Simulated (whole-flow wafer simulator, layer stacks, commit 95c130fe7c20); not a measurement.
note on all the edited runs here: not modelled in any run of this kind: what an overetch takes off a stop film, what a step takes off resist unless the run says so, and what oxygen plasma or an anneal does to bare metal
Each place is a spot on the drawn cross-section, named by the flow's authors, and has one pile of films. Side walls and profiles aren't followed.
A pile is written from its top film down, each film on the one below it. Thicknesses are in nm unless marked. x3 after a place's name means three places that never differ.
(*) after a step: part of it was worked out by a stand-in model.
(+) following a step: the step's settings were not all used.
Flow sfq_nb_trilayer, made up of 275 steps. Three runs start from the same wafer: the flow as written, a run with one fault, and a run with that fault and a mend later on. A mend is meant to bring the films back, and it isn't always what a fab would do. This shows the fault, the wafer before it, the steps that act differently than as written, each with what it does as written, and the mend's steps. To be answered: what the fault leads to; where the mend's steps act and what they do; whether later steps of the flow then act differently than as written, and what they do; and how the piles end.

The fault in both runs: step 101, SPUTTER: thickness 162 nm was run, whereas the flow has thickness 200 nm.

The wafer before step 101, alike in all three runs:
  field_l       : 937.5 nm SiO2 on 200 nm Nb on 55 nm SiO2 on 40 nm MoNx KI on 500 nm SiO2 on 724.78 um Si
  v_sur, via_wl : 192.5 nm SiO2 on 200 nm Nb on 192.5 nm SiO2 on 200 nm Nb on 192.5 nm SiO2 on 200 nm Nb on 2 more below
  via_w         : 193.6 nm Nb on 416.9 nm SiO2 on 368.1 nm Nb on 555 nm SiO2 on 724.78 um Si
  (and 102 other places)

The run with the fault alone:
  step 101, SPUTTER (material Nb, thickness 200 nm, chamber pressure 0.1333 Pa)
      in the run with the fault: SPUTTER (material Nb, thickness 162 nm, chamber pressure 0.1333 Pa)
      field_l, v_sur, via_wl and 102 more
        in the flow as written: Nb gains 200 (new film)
        in the run with the fault: Nb gains 162 (new film)
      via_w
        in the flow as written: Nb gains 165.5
        in the run with the fault: Nb gains 133.9
  Later steps of the flow acting differently than as written (5 more steps, not shown, differ only slightly: by at most 2% or 0.5 nm, whichever is larger):
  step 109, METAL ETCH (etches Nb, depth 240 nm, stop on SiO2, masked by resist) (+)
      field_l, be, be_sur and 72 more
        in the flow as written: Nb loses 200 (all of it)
        in the run with the fault: Nb loses 162 (all of it)
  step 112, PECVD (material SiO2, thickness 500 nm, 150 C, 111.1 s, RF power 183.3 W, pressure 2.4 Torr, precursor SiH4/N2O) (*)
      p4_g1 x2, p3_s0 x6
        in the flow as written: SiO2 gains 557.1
        in the run with the fault: SiO2 gains 519.1
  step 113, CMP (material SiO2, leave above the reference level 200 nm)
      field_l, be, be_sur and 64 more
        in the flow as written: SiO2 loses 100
        in the run with the fault: SiO2 loses 138
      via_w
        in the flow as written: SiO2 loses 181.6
        in the run with the fault: SiO2 loses 177.9
  The piles end different from the flow's at v_sur, via_wl, via_w and 74 more by more than 2% or 0.5 nm, whichever is larger.
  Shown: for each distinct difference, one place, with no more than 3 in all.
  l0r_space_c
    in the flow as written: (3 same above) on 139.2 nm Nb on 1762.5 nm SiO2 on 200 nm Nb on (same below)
    in the run with the fault: (3 same above) on 139.2 nm Nb on 1724.5 nm SiO2 on 200 nm Nb on (same below)
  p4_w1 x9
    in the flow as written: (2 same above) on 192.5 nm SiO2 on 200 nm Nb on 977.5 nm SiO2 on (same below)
    in the run with the fault: (2 same above) on 192.5 nm SiO2 on 162 nm Nb on 977.5 nm SiO2 on (same below)
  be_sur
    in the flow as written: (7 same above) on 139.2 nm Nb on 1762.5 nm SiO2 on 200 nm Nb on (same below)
    in the run with the fault: (7 same above) on 139.2 nm Nb on 1724.5 nm SiO2 on 200 nm Nb on (same below)

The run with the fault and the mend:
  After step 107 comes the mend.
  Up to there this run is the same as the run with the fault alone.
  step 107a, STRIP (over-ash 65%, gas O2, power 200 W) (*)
      p4_fl x3, p4_g1 x2, p3_s0 x6 and 42 more
        anti-reflective coat loses 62 (all of it)
      p4_w1 x9, wl_j_sl, wl_jj and 13 more
        KrF resist loses 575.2 (all of it), anti-reflective coat loses 62 (all of it)
      r_sur, res, r_end and 9 more
        anti-reflective coat loses 61.8 (all of it)
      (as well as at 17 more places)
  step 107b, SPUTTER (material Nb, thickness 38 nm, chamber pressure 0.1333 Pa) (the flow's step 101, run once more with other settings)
      field_l, v_sur, via_wl and 102 more
        Nb gains 38
      via_w
        Nb gains 29.2
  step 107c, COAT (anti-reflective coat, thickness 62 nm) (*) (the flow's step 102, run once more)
      p4_fl x3, p4_w1 x9, p4_g1 x2 and 63 more
        anti-reflective coat gains 62 (new film)
      res, r_end, moat and 8 more
        anti-reflective coat gains 61.8 (new film)
      jj_sur, ce_l, c5j, ce_r, sp_r, be_r, r_sur
        anti-reflective coat gains 61.7 (new film)
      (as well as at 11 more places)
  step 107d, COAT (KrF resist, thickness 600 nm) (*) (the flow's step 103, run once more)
      p4_fl x3, p4_w1 x9, p4_g1 x2 and 63 more
        KrF resist gains 600 (new film)
      r_end, moat, field_r, lsp_l, lsp_r, l0_sur
        KrF resist gains 599.4 (new film)
      be_r, r_sur, res, l0v
        KrF resist gains 599.3 (new film)
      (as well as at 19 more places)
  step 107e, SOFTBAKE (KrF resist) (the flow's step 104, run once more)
      leaves every film unchanged at each place that is followed
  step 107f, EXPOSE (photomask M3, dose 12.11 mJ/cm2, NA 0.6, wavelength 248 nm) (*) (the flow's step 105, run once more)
      leaves every film unchanged at each place that is followed
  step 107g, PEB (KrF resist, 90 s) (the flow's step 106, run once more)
      wire, be, be_sur and 96 more
        KrF resist loses 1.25
      field_l, via_v
        KrF resist loses 1.24
      via_wl, via_wr
        KrF resist loses 1.26
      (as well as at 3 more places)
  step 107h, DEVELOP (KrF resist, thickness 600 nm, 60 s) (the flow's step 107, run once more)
      p4_fl x3, p4_g1 x2, p3_s0 x6 and 42 more
        KrF resist loses 598.7 (all of it)
      v_sur, via_wl, via_w and 28 more
        KrF resist loses 23.5
      field_r, lsp_l, ln_m5, lsp_m, ln_m6, lsp_r, l0_sur
        KrF resist loses 598.2 (all of it)
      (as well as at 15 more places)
  Every later step of the flow that is run acts as written, at every place that is followed, to within 2% or 0.5 nm, whichever is larger.
  The piles end only slightly different from the flow's at the places that both follow, by no more than 2% or 0.5 nm, whichever is larger.
